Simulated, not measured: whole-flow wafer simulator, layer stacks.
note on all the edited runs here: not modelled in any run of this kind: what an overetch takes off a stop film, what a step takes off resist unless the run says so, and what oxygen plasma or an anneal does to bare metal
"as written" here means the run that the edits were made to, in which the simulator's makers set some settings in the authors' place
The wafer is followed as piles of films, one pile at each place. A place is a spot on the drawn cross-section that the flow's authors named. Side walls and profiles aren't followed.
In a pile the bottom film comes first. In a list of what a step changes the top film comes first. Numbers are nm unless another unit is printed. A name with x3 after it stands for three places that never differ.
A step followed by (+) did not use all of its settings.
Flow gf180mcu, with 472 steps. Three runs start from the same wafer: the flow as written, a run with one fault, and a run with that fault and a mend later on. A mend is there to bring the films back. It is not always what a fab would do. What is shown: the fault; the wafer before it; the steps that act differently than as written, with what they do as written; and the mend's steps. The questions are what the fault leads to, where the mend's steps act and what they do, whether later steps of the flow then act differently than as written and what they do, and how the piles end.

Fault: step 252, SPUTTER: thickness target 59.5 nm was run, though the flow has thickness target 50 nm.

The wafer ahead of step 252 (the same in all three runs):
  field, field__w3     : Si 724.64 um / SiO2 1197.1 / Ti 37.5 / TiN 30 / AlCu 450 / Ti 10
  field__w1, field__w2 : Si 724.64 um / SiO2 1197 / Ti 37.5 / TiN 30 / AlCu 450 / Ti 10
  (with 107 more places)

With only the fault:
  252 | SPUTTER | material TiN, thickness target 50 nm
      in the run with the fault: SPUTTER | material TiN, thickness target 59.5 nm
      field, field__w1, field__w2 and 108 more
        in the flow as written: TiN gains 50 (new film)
        in the run with the fault: TiN gains 59.5 (new film)
  Later steps of the flow acting differently than as written (6 more steps, not shown, differ only slightly: by at most 2% or 0.5 nm, whichever is larger):
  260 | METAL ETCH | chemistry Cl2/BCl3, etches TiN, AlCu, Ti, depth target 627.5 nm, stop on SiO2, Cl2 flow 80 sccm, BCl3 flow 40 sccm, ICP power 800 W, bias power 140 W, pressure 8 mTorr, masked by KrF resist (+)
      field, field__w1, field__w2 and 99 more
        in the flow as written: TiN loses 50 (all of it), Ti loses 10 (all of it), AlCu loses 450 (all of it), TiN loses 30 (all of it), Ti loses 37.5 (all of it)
        in the run with the fault: TiN loses 59.5 (all of it), Ti loses 10 (all of it), AlCu loses 450 (all of it), TiN loses 30 (all of it), Ti loses 37.5 (all of it)
  The piles end different from the flow's at field__w8, contact, m1 and 6 more by more than 2% or 0.5 nm, whichever is larger.
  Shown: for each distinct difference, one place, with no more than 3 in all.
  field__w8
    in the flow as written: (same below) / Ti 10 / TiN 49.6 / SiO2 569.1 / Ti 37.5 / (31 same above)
    in the run with the fault: (same below) / Ti 10 / TiN 59.1 / SiO2 559.6 / Ti 37.5 / (31 same above)
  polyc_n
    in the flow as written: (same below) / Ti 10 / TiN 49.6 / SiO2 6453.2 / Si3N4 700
    in the run with the fault: (same below) / Ti 10 / TiN 59.1 / SiO2 6443.7 / Si3N4 700
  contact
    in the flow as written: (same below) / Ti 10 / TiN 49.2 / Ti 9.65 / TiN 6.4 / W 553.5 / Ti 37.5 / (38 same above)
    in the run with the fault: (same below) / Ti 10 / TiN 58.7 / Ti 9.71 / TiN 6.44 / W 543.9 / Ti 37.5 / (38 same above)

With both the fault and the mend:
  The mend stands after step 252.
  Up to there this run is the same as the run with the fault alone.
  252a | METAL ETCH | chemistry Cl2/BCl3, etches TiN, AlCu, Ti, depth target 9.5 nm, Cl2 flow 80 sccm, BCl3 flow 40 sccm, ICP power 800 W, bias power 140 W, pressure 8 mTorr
      field, field__w1, field__w2 and 108 more
        TiN loses 9.5
  Later steps of the flow that are run all act as written at every place that is followed.
  By the end, the piles equal the flow's at every place that both follow.
